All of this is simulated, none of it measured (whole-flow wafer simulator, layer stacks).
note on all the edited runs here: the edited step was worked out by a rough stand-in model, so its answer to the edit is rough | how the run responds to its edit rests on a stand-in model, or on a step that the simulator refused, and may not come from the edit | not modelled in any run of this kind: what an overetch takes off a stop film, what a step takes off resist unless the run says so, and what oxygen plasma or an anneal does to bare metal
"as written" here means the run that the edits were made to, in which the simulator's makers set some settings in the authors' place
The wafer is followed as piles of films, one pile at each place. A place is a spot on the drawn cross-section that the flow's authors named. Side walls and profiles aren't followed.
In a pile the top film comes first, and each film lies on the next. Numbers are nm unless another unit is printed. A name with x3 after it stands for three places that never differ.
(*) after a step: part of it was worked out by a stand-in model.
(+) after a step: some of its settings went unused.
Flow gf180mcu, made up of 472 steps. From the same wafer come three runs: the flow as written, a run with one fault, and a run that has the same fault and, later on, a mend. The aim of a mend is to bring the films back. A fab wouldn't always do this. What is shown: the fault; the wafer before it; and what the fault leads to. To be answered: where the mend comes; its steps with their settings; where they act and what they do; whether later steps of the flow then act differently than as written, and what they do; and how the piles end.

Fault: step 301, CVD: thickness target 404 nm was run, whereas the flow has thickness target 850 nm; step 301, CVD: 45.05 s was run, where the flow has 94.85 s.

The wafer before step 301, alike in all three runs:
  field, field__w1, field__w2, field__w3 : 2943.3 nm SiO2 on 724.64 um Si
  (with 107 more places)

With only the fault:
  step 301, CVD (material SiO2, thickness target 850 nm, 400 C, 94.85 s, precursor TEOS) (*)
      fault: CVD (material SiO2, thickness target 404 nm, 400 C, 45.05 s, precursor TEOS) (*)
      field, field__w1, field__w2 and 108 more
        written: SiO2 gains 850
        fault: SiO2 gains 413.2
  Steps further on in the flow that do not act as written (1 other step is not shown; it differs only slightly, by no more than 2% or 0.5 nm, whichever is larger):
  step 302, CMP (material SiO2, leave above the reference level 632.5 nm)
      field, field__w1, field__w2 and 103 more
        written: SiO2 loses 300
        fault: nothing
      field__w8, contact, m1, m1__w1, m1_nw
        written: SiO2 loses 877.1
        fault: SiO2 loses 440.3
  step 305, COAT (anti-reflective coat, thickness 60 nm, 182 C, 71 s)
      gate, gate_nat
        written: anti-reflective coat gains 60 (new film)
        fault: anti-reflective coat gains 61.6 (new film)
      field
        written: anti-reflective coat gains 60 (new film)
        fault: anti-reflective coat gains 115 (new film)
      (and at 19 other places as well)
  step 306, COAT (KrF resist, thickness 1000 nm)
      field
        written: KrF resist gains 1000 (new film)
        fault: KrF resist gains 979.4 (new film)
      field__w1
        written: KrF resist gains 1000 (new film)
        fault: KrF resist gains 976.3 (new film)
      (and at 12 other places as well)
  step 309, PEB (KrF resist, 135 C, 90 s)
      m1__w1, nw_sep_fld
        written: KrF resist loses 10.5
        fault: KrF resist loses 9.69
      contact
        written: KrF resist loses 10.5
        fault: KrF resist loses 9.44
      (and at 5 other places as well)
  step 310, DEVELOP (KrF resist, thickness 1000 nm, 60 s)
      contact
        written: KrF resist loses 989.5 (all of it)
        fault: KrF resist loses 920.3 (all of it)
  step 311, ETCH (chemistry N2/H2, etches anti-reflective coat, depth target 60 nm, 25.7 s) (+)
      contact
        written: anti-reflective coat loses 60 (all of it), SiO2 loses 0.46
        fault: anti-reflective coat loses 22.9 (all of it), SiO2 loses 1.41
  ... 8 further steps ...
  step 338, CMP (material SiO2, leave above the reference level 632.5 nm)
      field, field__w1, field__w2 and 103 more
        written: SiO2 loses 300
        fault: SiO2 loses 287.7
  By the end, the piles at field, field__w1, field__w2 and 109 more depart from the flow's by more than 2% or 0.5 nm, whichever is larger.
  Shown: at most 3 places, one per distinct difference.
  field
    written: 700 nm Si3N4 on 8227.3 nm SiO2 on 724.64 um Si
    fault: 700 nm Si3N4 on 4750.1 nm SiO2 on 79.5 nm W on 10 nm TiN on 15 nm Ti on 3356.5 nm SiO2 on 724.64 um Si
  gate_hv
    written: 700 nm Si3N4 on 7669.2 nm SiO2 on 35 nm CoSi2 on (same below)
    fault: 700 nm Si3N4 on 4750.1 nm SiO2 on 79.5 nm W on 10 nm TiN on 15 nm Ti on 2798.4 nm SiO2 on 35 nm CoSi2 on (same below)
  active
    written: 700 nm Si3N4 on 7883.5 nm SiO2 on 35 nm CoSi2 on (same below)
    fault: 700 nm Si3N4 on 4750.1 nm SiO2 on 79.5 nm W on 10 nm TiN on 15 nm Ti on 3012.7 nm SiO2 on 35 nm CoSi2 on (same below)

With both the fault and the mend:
  The mend follows step 301.
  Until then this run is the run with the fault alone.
  step 301a, CVD (material SiO2, thickness target 446 nm, 400 C, 49.77 s, precursor TEOS) (*) (a further turn of the flow's step 301, with different settings)
      field, field__w1, field__w2 and 108 more
        SiO2 gains 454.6
  Steps further on in the flow that do not act as written:
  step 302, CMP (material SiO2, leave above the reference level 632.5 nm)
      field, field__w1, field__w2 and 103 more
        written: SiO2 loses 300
        mend: SiO2 loses 317.9
  By the end, the piles equal the flow's at every place that both follow.
